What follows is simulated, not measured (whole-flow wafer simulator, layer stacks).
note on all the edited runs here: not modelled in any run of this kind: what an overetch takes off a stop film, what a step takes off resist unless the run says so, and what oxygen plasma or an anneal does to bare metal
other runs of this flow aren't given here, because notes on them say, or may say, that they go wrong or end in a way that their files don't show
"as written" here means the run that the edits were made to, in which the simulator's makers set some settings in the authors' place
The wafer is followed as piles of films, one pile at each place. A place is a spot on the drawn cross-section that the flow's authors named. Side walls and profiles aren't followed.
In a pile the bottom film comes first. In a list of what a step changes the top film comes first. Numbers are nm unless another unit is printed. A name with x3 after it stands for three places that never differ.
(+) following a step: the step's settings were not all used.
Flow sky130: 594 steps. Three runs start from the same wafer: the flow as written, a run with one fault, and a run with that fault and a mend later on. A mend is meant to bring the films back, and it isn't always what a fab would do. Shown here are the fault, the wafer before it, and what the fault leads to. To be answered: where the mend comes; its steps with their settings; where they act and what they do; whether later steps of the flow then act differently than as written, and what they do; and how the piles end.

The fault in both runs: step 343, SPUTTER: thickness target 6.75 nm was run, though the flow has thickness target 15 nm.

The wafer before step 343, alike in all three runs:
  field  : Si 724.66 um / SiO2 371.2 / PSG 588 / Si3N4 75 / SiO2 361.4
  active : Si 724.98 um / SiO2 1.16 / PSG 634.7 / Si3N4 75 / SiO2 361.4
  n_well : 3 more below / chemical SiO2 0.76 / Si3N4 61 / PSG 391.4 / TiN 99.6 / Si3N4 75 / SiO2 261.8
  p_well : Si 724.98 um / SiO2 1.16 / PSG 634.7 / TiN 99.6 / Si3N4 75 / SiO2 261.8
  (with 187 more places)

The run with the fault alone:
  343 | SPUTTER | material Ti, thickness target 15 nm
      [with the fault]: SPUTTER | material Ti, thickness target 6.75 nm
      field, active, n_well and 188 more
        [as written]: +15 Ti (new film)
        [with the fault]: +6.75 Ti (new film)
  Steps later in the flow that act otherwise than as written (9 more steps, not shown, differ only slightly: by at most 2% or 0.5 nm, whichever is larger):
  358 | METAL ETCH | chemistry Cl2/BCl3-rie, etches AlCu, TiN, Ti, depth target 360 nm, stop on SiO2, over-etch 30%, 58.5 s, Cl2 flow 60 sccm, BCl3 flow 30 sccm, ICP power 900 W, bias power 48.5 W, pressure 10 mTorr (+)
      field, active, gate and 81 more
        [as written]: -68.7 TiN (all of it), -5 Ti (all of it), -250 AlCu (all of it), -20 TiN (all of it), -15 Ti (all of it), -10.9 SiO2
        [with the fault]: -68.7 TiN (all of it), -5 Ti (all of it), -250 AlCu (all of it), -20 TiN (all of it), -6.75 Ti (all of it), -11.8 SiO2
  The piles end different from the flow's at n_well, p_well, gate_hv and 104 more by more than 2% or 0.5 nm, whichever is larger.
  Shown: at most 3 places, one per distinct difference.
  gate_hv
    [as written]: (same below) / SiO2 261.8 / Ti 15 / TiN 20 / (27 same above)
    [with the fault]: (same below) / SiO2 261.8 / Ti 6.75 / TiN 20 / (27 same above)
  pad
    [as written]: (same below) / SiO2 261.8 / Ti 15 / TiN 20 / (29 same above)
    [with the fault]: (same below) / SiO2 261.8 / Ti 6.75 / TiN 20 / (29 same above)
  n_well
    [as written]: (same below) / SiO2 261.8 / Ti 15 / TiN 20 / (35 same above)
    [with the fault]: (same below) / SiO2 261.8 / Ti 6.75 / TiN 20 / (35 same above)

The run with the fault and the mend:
  The mend follows step 343.
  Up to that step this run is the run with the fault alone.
  343a | SPUTTER | material Ti, thickness target 8.25 nm (the flow's step 343 again, with other settings)
      field, active, n_well and 188 more
        +8.25 Ti
  Every later step of the flow that is run acts as written at every place that is followed.
  At every place that both follow, the piles at the end match the flow's.
